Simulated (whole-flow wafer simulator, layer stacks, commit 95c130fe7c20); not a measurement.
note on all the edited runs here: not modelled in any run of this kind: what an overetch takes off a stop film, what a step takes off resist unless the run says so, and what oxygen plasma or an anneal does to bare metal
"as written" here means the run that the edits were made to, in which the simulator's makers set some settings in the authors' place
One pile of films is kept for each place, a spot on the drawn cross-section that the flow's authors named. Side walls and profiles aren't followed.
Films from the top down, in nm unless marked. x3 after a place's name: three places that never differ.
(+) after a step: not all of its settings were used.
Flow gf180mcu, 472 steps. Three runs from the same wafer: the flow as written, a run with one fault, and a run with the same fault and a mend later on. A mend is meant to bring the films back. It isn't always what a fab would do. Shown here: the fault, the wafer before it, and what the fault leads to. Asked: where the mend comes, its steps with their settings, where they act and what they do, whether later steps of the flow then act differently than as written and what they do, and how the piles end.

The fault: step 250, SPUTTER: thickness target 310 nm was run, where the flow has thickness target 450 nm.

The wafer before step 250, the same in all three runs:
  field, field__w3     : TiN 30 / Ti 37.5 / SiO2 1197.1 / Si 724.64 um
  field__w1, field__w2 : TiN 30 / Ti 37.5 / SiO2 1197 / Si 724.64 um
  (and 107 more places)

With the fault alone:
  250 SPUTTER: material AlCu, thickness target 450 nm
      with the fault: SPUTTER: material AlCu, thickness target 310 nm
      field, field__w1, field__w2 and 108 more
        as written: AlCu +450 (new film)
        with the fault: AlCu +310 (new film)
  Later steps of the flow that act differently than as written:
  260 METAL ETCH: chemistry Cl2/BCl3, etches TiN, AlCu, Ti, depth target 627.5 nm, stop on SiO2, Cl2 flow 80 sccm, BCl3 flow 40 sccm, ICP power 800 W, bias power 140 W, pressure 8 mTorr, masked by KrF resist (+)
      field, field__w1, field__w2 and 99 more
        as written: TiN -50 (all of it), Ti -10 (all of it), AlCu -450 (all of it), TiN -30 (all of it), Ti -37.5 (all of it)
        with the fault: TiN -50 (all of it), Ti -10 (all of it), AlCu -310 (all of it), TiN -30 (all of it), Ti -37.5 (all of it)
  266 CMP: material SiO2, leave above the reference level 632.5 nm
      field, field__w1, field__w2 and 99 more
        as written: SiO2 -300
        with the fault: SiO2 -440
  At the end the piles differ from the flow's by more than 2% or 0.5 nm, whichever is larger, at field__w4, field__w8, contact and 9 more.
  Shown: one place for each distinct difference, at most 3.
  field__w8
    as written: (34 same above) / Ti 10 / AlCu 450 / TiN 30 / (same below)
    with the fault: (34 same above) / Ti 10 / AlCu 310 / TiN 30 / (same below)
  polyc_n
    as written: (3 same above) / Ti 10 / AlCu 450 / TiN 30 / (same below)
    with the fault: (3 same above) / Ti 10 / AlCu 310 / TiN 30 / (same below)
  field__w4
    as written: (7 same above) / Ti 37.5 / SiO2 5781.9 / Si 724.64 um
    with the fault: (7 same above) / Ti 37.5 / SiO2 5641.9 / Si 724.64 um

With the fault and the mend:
  The mend comes after step 250.
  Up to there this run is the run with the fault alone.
  250a SPUTTER: material AlCu, thickness target 140 nm (the flow's step 250 once more, with other settings)
      field, field__w1, field__w2 and 108 more
        AlCu +140
  No later step of the flow acts differently than as written at any place that is followed.
  At the end the piles are the same as the flow's at every place that both follow.
